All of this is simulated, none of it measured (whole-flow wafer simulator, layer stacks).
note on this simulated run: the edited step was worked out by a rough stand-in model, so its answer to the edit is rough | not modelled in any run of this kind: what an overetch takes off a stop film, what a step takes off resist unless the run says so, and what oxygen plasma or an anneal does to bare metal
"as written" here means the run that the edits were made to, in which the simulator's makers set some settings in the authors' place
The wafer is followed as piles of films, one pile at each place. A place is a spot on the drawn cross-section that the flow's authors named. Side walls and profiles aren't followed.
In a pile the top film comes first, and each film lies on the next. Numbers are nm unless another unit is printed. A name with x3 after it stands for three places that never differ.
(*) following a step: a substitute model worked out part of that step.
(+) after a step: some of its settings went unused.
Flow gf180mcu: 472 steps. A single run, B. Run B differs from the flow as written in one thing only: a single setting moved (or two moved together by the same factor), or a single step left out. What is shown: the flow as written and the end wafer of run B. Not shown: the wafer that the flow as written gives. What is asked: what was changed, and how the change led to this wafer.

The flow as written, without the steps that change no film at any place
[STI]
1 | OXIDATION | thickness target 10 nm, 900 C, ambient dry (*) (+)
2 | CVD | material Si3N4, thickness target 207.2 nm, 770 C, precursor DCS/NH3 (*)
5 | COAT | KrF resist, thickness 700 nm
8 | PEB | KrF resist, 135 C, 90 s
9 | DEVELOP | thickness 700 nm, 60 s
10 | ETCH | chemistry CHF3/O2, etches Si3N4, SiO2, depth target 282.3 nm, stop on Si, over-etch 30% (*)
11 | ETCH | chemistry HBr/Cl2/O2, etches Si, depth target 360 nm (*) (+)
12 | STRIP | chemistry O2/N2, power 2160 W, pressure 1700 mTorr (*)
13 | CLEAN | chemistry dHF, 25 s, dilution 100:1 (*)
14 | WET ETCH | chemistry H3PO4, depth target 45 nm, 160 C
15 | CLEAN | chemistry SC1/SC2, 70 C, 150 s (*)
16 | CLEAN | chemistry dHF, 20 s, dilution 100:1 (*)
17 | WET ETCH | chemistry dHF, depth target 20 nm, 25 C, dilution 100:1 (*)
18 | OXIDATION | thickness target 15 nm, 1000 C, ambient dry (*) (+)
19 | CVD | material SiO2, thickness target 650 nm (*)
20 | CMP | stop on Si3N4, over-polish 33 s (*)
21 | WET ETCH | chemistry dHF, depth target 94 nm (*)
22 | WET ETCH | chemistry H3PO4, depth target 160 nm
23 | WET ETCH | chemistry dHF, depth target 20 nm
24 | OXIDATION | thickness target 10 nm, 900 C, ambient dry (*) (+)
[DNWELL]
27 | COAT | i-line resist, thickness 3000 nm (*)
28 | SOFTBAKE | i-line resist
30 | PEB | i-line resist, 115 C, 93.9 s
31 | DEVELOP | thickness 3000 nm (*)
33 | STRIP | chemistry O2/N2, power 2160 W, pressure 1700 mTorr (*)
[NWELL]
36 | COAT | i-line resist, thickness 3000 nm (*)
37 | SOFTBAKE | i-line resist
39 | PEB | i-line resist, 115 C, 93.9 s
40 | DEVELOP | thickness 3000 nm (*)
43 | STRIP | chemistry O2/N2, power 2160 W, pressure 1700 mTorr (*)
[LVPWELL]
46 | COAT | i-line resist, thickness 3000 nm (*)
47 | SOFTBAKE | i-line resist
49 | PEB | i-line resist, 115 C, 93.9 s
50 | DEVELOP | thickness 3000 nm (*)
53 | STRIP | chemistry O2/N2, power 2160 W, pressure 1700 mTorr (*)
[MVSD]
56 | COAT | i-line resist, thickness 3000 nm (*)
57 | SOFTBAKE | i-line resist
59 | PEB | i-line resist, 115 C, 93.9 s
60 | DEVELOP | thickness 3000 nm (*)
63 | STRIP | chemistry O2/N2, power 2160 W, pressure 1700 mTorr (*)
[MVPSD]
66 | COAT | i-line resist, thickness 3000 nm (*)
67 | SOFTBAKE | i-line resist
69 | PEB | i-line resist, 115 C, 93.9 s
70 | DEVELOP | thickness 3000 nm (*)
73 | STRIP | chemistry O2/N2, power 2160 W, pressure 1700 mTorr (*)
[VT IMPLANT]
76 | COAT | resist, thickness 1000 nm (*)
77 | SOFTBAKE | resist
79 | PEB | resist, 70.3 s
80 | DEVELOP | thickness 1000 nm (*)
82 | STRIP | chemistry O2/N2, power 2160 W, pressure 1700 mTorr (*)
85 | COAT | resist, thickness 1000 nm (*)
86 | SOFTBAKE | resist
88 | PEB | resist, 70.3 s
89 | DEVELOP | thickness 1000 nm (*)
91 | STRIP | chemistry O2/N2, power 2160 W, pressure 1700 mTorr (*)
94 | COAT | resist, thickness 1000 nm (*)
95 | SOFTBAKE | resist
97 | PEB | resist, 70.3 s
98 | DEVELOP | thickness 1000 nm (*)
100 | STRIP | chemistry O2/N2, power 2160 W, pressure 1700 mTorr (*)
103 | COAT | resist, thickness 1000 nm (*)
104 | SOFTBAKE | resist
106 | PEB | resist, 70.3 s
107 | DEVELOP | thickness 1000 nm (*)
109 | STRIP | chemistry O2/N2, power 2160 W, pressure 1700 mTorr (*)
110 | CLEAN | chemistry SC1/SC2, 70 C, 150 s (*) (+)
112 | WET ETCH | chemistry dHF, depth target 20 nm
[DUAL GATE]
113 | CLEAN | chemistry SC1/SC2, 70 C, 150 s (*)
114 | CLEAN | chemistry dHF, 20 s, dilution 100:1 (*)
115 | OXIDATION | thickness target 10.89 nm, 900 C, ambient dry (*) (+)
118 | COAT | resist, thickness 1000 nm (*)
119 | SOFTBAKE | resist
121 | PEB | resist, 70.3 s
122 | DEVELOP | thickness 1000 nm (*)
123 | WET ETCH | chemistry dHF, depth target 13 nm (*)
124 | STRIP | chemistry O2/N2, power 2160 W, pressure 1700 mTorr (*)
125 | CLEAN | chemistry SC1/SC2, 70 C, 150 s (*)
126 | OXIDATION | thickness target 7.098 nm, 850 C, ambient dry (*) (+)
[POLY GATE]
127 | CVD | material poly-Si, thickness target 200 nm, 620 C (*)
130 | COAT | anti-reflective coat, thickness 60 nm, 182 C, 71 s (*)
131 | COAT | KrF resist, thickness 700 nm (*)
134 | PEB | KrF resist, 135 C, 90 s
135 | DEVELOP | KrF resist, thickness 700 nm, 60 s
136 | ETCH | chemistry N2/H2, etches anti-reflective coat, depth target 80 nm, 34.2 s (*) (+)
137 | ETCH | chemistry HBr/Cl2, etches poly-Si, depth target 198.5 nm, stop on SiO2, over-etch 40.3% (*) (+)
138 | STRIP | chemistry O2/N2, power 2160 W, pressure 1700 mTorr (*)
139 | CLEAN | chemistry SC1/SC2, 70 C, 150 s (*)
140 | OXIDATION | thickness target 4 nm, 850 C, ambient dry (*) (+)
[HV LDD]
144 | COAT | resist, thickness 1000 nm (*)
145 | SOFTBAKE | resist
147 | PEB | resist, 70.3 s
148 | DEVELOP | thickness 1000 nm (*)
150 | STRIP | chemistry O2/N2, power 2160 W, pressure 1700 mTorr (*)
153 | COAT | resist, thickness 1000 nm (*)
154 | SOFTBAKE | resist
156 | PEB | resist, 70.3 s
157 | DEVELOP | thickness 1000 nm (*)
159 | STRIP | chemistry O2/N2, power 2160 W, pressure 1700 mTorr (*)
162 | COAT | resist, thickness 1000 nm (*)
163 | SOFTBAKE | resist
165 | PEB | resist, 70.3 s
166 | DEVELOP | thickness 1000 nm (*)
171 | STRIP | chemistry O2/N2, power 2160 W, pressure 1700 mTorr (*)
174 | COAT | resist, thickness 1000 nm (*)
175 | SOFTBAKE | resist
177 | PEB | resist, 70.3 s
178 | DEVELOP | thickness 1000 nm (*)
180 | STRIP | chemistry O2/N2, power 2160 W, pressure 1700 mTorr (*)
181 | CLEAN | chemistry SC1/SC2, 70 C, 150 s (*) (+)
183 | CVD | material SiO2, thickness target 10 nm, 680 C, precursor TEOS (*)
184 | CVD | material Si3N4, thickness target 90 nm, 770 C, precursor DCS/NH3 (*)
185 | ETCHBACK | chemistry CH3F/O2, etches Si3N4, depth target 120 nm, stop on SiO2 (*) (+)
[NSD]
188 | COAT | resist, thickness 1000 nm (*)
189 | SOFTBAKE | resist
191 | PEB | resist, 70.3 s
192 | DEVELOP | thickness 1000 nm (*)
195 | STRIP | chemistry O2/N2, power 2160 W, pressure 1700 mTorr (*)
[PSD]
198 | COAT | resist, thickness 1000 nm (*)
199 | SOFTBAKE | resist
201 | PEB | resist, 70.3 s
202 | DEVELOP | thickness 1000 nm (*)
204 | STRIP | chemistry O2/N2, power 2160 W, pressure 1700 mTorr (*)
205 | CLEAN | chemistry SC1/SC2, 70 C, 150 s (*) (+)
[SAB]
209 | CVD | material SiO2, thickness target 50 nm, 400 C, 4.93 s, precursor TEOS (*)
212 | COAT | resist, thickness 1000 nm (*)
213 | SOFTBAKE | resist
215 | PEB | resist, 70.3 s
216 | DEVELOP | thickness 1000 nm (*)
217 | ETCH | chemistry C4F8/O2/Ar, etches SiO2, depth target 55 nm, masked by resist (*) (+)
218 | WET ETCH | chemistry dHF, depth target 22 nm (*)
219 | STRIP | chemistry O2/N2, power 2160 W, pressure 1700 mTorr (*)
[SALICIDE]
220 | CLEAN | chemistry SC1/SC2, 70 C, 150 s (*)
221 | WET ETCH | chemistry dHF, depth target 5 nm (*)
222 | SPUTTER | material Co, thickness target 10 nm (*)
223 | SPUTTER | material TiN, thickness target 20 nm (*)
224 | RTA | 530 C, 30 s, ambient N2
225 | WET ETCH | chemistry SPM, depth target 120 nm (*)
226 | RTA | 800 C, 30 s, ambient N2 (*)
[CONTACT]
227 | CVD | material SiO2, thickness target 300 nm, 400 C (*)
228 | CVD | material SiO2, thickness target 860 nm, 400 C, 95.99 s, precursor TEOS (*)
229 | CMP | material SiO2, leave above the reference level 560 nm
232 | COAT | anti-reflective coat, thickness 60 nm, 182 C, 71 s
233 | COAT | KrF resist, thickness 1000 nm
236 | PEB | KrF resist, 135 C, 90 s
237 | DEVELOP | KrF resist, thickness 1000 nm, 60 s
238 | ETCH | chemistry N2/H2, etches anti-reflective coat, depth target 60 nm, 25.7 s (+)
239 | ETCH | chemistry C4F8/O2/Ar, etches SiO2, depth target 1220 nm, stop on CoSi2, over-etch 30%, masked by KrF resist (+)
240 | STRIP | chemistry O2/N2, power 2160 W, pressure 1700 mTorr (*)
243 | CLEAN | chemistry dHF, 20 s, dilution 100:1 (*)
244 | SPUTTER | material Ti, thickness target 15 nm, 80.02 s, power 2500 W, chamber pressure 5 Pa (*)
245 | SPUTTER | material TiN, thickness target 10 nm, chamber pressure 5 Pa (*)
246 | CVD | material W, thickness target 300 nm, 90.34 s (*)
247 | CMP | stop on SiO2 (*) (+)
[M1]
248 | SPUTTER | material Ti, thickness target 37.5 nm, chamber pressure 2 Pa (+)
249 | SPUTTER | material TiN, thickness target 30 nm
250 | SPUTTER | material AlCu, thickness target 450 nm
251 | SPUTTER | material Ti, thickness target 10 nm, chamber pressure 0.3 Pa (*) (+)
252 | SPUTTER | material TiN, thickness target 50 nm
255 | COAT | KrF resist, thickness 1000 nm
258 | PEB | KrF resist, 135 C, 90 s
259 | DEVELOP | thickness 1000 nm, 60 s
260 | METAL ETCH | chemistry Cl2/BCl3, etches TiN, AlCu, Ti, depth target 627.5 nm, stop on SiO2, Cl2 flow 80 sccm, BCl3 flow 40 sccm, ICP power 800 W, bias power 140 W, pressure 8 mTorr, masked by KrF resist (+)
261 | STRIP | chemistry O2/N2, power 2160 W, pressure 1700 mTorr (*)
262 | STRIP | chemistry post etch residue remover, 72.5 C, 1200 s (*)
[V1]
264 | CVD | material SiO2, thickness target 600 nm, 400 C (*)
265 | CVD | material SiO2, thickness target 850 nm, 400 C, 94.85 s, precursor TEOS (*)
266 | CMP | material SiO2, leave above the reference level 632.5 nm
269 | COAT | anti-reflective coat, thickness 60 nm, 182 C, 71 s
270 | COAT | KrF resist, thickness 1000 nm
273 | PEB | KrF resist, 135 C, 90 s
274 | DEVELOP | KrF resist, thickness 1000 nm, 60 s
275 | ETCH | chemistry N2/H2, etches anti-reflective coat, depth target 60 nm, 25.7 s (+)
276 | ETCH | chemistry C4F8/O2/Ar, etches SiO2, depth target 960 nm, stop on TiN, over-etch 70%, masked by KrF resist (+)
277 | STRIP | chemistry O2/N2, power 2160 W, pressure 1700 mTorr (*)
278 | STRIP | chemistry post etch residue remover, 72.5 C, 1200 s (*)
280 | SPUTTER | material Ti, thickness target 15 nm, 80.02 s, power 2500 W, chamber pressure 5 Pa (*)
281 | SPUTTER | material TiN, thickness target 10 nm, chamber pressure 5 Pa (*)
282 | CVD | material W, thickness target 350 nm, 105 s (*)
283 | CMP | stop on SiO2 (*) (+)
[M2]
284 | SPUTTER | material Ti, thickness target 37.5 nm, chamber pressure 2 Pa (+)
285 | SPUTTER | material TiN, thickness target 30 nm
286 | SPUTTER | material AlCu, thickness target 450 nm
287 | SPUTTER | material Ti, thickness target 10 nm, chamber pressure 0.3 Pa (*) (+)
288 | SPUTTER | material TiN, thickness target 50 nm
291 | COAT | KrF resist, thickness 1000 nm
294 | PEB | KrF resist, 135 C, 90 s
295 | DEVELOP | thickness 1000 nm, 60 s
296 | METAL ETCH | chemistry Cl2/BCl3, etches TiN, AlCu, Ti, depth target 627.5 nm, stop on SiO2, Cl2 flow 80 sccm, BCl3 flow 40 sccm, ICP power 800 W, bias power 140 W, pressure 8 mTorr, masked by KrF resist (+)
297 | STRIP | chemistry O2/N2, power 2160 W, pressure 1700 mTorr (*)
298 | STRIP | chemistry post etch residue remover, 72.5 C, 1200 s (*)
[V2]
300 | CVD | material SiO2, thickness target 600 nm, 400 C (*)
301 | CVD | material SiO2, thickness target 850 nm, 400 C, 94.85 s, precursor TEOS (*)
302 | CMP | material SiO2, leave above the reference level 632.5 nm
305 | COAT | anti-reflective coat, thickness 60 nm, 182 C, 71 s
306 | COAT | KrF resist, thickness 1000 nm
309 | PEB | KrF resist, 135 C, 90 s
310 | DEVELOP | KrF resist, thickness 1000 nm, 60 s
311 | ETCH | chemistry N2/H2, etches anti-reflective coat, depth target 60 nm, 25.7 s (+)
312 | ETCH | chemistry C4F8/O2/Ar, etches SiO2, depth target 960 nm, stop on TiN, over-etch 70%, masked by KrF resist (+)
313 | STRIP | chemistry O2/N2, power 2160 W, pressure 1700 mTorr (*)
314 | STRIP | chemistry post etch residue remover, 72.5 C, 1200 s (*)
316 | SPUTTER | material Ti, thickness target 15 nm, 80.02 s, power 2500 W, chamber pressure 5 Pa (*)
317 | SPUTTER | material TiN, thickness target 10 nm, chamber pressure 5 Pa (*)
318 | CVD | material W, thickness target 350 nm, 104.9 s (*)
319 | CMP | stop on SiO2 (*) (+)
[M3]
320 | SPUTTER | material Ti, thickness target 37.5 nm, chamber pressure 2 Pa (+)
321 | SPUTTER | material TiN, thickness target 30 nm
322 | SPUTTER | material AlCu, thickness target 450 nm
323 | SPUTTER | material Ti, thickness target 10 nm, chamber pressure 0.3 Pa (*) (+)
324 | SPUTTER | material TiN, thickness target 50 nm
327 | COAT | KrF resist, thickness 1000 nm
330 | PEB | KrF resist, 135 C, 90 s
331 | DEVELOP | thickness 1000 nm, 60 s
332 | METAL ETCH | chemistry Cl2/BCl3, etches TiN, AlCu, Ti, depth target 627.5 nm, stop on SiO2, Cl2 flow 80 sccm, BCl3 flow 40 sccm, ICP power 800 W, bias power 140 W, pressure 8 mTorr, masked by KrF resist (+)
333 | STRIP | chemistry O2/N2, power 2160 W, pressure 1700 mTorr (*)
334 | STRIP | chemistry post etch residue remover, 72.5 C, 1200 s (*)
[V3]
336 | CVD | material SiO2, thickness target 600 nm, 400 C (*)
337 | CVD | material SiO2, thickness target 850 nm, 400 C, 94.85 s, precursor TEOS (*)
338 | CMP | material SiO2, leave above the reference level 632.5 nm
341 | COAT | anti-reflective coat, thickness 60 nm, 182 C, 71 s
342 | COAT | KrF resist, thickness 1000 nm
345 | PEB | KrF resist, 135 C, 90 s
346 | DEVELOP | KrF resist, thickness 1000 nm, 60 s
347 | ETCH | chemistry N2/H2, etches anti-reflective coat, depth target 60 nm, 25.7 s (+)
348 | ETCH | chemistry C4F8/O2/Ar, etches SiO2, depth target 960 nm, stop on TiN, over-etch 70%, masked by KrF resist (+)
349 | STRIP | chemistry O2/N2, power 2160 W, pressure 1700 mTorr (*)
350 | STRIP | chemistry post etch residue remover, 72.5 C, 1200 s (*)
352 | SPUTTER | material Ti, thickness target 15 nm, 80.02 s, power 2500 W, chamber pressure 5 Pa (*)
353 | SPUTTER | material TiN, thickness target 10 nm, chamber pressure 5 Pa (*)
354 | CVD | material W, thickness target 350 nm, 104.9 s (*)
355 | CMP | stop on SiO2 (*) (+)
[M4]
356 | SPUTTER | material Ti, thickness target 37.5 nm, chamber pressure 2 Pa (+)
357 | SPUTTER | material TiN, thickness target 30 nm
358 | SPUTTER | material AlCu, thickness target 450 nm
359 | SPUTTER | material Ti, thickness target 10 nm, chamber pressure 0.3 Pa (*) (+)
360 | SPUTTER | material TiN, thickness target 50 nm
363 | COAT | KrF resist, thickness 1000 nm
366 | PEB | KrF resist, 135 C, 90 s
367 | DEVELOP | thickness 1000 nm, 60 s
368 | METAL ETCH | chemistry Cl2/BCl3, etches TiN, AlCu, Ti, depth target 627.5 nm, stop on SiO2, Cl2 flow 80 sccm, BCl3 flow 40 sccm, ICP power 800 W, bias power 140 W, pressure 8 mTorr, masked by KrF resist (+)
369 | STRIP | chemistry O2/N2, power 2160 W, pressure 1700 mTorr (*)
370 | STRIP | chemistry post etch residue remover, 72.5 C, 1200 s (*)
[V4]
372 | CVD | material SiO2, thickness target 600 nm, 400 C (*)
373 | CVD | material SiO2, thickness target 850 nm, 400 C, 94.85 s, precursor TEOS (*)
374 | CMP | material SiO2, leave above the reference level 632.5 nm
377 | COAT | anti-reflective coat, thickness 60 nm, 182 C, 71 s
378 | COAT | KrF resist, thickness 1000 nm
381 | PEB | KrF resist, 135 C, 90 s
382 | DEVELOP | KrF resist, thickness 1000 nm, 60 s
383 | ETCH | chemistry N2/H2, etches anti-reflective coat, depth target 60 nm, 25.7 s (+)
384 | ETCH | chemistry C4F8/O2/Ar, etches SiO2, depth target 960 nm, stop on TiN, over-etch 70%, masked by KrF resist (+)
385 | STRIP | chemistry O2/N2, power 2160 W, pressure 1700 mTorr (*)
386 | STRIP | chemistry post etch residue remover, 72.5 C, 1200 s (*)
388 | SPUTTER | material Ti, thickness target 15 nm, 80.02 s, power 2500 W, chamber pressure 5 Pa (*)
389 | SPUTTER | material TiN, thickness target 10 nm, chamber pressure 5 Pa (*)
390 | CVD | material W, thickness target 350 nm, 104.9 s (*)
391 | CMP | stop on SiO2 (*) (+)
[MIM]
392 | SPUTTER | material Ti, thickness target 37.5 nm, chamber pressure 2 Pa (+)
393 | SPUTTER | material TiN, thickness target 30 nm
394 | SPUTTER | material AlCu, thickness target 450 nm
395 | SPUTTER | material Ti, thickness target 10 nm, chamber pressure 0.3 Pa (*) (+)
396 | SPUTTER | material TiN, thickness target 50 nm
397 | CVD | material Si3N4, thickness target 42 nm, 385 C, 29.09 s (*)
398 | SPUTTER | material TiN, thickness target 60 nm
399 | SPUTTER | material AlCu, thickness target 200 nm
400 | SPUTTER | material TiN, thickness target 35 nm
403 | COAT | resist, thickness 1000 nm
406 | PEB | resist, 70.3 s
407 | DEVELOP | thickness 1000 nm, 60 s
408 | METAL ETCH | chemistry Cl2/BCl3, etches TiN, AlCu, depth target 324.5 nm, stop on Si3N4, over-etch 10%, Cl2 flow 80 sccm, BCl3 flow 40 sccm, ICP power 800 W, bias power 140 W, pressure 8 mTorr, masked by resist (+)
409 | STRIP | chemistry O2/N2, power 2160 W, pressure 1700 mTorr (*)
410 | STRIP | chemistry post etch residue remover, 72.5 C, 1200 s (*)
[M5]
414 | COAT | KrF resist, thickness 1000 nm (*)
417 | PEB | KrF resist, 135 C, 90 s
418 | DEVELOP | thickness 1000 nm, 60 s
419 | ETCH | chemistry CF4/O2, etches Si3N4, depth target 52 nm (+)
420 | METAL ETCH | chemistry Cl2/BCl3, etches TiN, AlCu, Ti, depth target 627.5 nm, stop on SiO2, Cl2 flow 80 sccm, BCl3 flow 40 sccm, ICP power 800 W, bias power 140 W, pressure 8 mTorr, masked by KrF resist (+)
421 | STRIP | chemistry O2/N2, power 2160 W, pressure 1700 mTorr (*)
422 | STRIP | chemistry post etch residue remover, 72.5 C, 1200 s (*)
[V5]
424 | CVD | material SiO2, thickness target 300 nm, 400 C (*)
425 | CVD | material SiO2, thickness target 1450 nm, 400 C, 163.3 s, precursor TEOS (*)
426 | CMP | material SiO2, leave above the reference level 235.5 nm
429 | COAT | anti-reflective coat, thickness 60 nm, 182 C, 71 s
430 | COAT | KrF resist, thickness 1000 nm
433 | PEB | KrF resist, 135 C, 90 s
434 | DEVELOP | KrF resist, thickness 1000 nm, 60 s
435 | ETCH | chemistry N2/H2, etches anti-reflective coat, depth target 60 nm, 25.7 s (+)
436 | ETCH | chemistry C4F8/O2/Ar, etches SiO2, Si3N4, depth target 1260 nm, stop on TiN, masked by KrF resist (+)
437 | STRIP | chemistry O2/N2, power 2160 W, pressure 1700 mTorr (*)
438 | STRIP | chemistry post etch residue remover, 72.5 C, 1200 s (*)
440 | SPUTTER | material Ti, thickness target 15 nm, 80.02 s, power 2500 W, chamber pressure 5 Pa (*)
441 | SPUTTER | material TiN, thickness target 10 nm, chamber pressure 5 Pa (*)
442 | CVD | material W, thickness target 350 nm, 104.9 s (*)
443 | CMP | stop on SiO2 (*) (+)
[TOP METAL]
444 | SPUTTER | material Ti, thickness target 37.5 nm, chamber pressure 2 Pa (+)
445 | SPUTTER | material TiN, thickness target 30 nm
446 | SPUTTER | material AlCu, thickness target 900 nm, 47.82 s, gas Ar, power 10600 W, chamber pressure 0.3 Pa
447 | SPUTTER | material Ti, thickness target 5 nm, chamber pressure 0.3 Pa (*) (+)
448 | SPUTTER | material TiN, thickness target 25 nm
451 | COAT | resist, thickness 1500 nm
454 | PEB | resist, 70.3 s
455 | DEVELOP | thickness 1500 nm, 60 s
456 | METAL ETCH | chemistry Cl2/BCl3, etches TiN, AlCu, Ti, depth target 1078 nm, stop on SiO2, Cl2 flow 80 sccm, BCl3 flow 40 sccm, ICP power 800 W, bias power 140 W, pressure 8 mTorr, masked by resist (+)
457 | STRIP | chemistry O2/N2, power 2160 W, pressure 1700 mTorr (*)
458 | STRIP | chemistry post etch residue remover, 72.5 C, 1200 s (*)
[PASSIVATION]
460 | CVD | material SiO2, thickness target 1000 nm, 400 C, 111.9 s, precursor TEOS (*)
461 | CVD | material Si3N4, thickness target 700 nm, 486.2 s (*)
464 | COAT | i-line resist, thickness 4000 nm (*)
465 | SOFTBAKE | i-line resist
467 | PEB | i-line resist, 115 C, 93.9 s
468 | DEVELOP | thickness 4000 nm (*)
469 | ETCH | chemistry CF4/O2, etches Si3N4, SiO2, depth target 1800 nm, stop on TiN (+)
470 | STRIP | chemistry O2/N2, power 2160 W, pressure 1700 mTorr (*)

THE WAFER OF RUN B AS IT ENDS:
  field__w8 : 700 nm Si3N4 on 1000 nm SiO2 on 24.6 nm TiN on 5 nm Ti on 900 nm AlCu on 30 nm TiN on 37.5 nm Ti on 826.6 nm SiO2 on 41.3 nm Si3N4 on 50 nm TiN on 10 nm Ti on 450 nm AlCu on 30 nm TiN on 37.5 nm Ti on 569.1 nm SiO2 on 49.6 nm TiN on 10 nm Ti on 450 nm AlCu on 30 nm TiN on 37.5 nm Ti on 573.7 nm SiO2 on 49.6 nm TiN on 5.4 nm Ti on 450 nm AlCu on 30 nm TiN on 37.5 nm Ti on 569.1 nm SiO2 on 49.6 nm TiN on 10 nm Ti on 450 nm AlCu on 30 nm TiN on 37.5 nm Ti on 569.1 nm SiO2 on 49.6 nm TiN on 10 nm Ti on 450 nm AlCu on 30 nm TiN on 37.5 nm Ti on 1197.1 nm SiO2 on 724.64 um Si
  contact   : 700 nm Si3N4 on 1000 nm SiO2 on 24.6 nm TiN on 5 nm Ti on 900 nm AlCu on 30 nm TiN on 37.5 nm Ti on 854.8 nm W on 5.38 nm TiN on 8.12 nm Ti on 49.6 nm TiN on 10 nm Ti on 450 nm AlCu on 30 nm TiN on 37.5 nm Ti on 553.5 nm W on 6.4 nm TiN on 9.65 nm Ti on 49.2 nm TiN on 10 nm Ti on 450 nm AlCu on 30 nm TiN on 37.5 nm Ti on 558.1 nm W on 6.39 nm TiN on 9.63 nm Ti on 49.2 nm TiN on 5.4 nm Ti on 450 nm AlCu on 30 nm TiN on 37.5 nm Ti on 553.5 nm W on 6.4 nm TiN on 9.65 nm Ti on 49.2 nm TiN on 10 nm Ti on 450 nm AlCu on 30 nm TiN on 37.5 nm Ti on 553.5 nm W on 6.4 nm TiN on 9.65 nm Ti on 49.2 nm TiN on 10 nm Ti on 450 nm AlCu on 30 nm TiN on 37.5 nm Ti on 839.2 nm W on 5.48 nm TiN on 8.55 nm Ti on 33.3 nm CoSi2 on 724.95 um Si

The reason: step 323, SPUTTER: thickness target 5.4 nm was run, whereas the flow has thickness target 10 nm.
The wafer lets one read it off: field__w8 has Ti 5.4, and step 323 as written asks for 10 nm.

How this came from the change, step by step:
  323 | SPUTTER | material Ti, thickness target 10 nm, chamber pressure 0.3 Pa (*) (+)
      field, field__w1, field__w2 and 108 more: Ti gains 5.4 (new film) (in the flow as written it would be: Ti gains 10 (new film))
  332 | METAL ETCH | chemistry Cl2/BCl3, etches TiN, AlCu, Ti, depth target 627.5 nm, stop on SiO2, Cl2 flow 80 sccm, BCl3 flow 40 sccm, ICP power 800 W, bias power 140 W, pressure 8 mTorr, masked by KrF resist (+)
      field, field__w1, field__w2 and 103 more: TiN loses 50 (all of it), Ti loses 5.4 (all of it), AlCu loses 450 (all of it), TiN loses 30 (all of it), Ti loses 37.5 (all of it) (in the flow as written it would be: TiN loses 50 (all of it), Ti loses 10 (all of it), AlCu loses 450 (all of it), TiN loses 30 (all of it), Ti loses 37.5 (all of it))
